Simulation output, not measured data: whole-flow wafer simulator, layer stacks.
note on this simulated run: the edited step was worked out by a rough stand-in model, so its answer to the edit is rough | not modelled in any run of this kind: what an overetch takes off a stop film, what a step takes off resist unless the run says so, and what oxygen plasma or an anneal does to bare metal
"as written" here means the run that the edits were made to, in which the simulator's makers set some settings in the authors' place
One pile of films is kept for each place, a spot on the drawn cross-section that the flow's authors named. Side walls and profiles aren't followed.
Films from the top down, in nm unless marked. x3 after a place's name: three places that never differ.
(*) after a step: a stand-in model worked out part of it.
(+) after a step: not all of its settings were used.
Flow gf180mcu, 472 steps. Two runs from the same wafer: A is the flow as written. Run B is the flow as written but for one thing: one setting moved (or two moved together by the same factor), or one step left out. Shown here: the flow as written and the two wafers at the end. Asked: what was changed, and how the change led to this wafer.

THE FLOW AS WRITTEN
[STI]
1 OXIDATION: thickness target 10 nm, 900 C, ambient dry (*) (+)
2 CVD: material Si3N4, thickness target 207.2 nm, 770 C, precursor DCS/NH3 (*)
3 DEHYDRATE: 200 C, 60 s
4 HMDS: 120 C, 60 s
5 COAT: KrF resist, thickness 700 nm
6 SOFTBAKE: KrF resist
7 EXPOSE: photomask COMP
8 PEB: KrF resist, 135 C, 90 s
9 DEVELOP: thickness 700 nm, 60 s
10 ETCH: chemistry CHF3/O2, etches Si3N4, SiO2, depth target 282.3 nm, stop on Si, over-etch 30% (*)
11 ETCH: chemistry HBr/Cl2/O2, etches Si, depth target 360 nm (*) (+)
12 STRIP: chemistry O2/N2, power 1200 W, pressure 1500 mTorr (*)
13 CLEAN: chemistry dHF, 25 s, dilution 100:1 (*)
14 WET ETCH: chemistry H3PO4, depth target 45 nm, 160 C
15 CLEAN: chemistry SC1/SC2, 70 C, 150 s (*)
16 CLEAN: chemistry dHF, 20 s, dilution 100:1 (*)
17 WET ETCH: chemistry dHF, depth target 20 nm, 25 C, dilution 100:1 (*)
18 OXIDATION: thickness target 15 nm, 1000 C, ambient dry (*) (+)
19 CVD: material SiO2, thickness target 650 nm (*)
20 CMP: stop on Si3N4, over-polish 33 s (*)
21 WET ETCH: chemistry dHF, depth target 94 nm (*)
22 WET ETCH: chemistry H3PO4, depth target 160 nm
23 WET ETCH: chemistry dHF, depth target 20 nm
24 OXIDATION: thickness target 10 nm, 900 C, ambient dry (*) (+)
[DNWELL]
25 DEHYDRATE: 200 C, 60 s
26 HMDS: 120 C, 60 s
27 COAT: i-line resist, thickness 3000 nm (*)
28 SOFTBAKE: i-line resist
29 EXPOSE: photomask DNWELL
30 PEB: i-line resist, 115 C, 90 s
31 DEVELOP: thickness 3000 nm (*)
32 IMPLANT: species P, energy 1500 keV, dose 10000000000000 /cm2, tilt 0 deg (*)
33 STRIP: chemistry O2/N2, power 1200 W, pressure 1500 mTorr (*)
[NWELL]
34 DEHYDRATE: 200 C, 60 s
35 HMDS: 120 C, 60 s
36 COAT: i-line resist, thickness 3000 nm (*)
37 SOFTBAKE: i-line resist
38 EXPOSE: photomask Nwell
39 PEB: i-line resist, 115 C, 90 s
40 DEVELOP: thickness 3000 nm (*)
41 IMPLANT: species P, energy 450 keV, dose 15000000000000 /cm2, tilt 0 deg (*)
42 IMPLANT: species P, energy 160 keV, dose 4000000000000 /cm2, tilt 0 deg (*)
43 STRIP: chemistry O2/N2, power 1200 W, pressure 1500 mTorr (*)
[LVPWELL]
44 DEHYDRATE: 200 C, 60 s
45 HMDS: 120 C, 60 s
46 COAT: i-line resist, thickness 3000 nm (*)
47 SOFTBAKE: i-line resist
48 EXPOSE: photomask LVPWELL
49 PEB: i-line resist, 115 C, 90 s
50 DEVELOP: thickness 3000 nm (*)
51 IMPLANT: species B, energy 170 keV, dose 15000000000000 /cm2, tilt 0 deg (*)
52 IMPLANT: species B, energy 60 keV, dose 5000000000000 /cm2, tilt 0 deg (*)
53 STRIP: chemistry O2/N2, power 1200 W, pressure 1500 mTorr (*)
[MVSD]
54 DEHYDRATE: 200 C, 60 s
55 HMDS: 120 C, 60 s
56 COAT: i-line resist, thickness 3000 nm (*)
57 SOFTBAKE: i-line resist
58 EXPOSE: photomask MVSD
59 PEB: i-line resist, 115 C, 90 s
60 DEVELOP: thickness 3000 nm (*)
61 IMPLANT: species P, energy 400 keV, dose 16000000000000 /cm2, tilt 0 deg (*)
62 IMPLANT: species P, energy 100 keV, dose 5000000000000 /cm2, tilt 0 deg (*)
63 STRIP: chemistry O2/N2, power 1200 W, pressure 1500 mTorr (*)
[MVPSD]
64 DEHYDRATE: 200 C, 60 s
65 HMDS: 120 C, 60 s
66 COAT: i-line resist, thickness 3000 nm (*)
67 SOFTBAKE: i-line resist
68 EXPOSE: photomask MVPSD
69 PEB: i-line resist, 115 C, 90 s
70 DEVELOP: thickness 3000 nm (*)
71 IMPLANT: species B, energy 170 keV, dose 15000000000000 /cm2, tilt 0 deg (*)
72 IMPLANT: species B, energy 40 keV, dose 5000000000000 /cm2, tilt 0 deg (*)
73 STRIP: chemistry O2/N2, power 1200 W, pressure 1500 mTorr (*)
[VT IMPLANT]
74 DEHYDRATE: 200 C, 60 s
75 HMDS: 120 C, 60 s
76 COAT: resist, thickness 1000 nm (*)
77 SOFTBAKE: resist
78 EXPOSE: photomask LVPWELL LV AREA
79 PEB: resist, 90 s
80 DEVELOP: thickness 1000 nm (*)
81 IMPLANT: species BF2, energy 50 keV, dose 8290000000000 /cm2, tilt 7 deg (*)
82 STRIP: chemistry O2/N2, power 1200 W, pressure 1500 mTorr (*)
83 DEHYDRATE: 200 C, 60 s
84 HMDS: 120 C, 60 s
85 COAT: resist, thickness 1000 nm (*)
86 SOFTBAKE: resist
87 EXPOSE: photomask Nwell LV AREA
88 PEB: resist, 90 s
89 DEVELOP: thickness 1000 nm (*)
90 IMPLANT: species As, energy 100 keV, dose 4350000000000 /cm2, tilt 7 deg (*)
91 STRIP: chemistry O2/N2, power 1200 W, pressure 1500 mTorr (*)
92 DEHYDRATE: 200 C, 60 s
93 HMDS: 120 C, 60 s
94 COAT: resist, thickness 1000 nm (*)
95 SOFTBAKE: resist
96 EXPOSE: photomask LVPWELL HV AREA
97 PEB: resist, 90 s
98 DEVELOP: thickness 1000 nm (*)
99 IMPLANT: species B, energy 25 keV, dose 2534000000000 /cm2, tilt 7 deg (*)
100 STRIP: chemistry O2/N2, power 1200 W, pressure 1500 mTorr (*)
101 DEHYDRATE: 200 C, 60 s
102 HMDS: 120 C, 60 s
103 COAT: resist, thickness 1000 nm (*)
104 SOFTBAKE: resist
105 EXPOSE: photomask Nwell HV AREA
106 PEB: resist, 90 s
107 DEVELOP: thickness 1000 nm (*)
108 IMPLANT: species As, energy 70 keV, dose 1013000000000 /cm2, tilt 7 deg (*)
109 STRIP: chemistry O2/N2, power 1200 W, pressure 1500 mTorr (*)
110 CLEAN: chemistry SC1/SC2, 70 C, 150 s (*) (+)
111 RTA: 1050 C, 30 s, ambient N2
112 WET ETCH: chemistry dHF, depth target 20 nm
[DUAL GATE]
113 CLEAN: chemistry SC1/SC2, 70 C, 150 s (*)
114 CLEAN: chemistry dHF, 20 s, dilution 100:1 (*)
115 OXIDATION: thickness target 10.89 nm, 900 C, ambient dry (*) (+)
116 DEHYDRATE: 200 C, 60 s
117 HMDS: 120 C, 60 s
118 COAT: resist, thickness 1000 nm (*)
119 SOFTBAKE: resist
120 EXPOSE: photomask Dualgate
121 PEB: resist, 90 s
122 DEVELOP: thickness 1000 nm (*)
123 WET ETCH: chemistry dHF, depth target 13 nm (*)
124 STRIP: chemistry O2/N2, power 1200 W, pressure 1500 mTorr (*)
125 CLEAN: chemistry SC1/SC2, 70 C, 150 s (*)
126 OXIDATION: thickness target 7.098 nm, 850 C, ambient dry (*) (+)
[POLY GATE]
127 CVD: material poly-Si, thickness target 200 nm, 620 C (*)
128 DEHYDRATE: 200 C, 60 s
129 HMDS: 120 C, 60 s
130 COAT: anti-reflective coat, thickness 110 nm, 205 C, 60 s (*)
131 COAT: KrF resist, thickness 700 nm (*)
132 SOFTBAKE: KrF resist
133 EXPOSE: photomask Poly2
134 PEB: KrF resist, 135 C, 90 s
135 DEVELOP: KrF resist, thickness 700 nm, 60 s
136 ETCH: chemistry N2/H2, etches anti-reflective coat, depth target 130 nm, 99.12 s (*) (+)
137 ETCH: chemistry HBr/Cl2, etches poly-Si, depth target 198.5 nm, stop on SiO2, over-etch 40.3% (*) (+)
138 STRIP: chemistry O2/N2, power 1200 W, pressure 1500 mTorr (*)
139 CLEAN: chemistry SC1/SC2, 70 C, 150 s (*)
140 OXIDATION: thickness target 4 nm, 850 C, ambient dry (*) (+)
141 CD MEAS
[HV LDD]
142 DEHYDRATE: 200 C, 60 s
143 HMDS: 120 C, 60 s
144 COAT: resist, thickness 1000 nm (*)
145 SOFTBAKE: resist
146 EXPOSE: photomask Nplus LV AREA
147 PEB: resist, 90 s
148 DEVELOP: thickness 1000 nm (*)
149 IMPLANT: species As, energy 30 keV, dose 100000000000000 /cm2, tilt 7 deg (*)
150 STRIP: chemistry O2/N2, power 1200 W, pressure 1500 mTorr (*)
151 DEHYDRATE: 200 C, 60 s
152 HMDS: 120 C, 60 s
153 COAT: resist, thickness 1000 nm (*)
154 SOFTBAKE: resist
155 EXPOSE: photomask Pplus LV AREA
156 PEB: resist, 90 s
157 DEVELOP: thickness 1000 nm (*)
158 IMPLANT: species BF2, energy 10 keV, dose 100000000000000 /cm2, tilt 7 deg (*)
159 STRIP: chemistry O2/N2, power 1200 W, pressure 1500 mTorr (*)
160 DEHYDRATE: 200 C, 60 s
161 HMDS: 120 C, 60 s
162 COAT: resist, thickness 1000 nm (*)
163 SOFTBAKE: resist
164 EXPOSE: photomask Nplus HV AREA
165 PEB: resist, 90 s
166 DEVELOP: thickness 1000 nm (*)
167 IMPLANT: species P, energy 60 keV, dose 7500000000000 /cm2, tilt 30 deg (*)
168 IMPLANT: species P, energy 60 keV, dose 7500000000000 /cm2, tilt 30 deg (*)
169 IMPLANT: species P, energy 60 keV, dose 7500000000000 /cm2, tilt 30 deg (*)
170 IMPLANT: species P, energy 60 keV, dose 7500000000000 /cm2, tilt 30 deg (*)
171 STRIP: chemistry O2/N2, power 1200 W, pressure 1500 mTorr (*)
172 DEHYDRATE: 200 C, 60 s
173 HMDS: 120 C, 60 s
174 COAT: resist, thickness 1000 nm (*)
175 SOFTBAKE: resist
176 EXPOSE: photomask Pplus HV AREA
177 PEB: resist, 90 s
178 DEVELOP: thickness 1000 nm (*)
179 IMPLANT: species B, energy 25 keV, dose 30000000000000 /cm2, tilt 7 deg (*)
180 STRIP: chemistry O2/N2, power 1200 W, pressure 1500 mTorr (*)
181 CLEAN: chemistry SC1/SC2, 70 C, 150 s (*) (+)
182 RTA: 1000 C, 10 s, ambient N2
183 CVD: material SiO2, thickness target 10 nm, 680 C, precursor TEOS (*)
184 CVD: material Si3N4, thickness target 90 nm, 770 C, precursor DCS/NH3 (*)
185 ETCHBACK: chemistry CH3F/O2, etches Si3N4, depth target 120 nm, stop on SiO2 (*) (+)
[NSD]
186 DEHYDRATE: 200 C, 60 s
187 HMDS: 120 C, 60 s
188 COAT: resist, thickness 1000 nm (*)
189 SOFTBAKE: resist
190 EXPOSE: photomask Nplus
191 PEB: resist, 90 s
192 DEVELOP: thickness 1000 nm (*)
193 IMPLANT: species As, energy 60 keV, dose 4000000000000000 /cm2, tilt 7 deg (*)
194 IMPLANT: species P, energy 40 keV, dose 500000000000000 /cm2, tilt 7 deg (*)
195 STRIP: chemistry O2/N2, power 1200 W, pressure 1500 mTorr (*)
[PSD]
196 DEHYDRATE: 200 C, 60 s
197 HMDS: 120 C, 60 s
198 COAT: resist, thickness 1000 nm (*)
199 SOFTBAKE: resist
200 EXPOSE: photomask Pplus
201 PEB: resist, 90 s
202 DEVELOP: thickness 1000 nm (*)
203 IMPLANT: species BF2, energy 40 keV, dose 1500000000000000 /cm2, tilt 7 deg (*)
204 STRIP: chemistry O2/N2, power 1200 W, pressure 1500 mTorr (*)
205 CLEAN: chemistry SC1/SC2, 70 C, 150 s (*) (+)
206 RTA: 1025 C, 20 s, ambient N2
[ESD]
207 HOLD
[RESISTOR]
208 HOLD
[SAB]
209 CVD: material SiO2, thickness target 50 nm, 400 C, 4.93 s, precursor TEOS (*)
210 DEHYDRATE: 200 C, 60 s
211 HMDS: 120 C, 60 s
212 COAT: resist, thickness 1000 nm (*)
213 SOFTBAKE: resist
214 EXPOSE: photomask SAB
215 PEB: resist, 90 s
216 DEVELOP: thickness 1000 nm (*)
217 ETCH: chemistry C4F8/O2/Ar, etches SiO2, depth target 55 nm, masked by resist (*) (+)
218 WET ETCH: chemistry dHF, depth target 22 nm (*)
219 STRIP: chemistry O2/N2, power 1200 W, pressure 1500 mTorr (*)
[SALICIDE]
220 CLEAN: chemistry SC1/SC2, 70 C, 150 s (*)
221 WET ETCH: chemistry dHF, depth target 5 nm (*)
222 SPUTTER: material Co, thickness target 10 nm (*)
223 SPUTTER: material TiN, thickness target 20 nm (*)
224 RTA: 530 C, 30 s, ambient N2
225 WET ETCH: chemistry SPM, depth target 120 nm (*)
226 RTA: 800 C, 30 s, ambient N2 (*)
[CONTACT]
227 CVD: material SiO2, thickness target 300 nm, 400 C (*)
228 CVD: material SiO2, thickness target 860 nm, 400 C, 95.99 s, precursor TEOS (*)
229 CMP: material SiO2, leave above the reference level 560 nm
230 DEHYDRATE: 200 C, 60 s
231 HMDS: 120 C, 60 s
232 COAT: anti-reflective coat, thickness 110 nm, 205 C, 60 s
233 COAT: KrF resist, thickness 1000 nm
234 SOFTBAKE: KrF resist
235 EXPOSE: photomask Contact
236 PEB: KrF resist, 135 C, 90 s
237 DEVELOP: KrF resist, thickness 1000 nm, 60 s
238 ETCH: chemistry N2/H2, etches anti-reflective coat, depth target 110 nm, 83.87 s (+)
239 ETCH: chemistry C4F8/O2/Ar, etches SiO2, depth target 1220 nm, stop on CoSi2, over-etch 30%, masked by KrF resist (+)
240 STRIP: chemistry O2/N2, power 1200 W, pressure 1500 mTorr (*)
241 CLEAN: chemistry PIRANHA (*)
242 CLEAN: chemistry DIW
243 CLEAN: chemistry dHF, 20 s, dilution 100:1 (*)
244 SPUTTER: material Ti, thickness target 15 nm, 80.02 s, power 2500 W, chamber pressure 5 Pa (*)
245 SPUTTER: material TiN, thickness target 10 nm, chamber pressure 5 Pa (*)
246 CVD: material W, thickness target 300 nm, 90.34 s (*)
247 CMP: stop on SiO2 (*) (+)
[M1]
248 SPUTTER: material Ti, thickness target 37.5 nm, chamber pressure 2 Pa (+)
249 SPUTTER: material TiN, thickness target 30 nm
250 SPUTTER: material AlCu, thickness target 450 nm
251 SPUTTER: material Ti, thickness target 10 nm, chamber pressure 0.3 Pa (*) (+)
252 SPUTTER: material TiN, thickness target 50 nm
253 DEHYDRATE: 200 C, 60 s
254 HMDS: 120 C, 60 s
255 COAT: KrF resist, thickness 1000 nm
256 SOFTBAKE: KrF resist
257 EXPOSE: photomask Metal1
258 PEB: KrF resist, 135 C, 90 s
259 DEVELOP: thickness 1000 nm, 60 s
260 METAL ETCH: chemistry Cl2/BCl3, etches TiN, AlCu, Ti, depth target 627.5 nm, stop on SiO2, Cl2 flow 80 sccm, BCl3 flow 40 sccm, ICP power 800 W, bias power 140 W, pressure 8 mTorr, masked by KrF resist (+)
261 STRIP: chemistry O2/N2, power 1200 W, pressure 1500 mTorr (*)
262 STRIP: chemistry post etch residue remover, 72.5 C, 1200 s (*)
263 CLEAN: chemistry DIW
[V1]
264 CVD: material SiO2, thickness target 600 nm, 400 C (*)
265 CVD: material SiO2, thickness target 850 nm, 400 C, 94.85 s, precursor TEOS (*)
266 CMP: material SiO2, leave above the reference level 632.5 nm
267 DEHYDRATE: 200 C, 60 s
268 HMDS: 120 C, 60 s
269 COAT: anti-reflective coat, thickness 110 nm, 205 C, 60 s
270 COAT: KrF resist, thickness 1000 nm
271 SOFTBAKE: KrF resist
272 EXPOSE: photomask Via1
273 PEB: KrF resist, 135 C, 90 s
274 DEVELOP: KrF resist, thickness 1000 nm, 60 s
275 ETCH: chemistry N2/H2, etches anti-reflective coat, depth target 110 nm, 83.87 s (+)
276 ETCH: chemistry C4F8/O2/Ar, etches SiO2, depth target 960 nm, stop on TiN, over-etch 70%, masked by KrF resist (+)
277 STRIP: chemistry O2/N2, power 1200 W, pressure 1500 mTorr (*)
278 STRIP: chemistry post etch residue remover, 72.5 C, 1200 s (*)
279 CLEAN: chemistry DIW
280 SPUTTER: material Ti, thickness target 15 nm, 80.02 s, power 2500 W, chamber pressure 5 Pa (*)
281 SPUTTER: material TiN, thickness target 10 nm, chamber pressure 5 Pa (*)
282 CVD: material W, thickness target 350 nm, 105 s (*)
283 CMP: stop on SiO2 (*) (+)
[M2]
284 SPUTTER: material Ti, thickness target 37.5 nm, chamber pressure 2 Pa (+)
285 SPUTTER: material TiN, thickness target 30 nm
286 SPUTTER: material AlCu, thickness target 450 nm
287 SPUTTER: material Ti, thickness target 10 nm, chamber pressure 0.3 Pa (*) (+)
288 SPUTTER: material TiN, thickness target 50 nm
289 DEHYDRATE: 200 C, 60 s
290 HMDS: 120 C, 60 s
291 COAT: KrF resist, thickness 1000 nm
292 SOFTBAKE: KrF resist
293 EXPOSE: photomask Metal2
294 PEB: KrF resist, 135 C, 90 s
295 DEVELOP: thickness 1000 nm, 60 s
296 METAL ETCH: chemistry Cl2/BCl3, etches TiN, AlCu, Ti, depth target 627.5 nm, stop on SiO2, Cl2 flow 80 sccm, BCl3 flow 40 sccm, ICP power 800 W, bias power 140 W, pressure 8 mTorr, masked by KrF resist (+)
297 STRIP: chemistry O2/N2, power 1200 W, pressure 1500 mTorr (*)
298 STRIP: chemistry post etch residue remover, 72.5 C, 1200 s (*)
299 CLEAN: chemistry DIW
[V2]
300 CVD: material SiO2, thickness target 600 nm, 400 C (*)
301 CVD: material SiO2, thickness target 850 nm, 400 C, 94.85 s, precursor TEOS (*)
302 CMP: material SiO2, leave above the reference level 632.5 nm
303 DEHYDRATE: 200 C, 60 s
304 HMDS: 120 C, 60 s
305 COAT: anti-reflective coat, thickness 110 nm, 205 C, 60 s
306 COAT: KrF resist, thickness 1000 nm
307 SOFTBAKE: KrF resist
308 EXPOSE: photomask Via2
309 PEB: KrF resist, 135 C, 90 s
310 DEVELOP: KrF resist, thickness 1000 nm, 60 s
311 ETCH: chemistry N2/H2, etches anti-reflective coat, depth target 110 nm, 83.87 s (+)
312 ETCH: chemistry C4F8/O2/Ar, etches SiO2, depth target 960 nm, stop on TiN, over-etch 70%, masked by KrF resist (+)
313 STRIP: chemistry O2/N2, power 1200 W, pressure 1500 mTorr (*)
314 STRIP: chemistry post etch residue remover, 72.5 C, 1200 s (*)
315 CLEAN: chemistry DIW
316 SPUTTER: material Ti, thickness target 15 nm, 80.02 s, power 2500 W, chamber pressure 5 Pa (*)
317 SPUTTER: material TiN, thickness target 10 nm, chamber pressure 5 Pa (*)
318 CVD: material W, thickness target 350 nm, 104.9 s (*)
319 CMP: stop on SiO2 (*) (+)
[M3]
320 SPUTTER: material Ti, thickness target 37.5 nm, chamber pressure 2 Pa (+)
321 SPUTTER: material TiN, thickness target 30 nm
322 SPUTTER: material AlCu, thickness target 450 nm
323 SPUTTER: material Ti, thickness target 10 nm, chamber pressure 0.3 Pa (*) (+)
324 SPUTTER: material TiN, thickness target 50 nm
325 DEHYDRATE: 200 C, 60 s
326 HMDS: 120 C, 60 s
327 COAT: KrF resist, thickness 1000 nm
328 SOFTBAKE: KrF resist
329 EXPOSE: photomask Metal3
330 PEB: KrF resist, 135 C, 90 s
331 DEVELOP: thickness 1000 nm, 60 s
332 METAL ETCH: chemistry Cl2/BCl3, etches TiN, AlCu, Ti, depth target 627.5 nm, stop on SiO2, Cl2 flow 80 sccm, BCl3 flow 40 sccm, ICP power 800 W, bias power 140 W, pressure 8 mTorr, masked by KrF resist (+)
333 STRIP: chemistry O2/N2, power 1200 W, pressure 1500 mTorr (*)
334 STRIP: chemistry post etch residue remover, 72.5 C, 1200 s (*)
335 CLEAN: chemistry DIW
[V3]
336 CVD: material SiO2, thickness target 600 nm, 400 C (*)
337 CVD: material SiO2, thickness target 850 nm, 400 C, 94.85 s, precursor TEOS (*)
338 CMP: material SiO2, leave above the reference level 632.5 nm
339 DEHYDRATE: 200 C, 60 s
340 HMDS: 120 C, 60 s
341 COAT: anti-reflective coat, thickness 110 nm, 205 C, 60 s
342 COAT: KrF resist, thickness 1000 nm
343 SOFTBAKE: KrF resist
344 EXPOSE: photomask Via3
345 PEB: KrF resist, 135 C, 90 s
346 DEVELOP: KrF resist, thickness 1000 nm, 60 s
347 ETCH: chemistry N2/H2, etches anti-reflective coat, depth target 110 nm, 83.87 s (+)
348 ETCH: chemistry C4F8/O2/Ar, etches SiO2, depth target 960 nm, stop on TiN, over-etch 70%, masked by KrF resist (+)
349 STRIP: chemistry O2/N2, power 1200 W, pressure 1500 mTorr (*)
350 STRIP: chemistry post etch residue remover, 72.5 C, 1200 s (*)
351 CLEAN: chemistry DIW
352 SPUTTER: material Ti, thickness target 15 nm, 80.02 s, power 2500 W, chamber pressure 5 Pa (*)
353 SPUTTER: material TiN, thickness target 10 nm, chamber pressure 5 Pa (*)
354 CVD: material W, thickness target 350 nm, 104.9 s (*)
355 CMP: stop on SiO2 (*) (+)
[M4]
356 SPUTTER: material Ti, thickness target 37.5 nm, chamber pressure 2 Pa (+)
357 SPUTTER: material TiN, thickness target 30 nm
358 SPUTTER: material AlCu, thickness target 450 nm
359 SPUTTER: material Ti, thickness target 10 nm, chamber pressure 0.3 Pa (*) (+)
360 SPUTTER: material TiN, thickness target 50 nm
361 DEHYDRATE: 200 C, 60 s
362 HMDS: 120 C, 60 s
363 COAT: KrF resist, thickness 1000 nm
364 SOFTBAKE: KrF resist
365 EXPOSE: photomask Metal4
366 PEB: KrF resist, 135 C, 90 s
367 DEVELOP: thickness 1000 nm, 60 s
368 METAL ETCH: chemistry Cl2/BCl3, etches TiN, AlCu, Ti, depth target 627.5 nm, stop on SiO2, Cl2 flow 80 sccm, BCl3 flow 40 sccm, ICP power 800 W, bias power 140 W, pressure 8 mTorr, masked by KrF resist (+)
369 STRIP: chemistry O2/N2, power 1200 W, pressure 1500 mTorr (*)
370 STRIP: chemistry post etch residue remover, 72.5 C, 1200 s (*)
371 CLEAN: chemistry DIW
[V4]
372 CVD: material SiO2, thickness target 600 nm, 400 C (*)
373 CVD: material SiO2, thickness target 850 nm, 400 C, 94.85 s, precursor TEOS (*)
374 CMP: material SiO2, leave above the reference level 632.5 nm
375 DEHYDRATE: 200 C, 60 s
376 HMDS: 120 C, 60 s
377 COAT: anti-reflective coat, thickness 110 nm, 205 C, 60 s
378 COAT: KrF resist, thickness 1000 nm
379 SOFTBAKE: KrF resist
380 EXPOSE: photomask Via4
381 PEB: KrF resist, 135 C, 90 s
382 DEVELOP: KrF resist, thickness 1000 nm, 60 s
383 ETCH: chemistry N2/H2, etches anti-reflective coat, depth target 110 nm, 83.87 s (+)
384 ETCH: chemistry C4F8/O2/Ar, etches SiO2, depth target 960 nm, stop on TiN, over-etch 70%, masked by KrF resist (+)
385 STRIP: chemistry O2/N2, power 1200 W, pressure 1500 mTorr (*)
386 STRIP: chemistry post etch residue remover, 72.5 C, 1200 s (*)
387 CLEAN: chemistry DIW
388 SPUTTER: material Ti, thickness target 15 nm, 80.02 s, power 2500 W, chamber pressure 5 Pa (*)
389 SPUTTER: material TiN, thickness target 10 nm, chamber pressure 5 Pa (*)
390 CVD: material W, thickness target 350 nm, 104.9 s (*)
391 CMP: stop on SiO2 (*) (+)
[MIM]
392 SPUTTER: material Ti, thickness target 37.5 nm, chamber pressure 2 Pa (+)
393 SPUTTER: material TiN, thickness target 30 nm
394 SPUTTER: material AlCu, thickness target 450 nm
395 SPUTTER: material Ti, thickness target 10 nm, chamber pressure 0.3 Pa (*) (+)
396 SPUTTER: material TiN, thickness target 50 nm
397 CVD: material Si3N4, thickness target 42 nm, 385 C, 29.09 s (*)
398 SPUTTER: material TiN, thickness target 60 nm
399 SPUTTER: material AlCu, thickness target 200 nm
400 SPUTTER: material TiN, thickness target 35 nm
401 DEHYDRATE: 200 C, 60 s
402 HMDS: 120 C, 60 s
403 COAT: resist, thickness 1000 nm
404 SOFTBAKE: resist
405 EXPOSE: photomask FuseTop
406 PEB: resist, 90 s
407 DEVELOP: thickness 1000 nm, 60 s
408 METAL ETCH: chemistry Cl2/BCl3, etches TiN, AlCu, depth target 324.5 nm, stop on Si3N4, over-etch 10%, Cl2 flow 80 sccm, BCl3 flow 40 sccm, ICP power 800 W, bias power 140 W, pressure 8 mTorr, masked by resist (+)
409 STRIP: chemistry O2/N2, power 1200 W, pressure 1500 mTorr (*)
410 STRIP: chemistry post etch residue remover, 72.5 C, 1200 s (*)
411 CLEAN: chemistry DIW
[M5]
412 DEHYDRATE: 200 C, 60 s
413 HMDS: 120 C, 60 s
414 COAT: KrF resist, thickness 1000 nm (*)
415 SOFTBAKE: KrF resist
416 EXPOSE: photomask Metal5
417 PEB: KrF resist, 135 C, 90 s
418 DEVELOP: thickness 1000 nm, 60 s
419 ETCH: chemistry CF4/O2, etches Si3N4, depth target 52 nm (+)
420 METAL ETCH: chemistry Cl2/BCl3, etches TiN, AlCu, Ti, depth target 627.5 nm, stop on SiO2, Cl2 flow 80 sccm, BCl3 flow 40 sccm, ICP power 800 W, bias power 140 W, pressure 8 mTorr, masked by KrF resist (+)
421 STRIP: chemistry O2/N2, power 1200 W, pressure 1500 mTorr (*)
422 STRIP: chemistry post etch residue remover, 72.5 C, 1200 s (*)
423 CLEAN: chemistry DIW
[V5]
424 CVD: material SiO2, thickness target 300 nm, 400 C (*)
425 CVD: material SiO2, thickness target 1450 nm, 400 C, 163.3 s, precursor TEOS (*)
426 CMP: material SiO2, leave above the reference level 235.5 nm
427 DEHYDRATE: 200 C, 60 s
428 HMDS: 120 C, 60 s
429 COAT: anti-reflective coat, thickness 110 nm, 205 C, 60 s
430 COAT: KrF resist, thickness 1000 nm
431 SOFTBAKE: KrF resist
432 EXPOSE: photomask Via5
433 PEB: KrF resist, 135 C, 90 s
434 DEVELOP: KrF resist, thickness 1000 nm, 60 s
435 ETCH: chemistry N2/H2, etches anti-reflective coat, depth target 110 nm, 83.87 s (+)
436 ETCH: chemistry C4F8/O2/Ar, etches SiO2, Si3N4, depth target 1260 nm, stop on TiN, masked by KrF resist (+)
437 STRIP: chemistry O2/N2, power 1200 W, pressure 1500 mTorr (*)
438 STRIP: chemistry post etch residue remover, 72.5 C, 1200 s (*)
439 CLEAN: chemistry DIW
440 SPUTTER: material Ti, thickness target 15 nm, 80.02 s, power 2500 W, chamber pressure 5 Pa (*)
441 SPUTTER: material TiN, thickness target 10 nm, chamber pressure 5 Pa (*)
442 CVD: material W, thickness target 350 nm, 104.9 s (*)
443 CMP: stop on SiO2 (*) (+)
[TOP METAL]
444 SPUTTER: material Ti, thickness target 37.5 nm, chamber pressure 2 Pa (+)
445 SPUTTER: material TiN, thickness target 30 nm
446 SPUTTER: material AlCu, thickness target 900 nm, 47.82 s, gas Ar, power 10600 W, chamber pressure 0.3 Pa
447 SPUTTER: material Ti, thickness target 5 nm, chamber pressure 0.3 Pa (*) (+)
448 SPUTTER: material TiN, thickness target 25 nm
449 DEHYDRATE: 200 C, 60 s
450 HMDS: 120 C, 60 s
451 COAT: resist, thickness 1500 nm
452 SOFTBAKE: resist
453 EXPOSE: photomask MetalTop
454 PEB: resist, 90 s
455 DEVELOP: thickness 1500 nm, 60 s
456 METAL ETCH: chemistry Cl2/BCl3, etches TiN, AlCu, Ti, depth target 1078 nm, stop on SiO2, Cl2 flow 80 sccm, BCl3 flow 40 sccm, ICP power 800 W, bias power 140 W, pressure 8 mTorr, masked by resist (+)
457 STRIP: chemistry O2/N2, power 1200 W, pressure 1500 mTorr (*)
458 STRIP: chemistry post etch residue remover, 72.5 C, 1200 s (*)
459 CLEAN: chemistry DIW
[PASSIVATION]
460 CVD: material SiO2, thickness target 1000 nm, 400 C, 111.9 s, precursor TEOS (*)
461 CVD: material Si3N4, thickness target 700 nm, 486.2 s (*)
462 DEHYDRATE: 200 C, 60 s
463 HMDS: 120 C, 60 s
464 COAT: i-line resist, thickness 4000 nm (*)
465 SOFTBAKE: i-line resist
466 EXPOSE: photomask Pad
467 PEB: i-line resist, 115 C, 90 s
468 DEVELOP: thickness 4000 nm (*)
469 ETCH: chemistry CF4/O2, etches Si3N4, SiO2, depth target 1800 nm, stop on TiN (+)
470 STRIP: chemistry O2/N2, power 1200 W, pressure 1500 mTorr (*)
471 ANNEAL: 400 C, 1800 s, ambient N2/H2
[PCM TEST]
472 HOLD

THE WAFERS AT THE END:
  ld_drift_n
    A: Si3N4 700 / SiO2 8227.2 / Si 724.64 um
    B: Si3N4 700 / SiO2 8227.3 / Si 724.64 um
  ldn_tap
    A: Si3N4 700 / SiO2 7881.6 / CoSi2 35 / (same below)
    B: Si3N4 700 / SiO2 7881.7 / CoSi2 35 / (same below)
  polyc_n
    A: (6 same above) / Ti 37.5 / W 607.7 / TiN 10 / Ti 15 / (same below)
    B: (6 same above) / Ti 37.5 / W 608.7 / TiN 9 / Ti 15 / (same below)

The cause: step 245, SPUTTER: thickness target 9 nm was run, where the flow has thickness target 10 nm.
It can be read off the wafer: polyc_n has TiN 9, and step 245 as written asks for 10 nm.

How the change led to this, step by step:
  245 SPUTTER: material TiN, thickness target 10 nm, chamber pressure 5 Pa (*)
      field, field__w1, field__w2 and 107 more: A TiN +10 (new film) | B TiN +9 (new film)
      contact: A TiN +5.48 (new film) | B TiN +4.93 (new film)
  247 CMP: stop on SiO2 (*) (+)
      field, field__w1, field__w2 and 105 more: A W -300 (all of it), TiN -10 (all of it), Ti -15 (all of it), SiO2 -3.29 | B W -300 (all of it), TiN -9 (all of it), Ti -15 (all of it), SiO2 -3.28
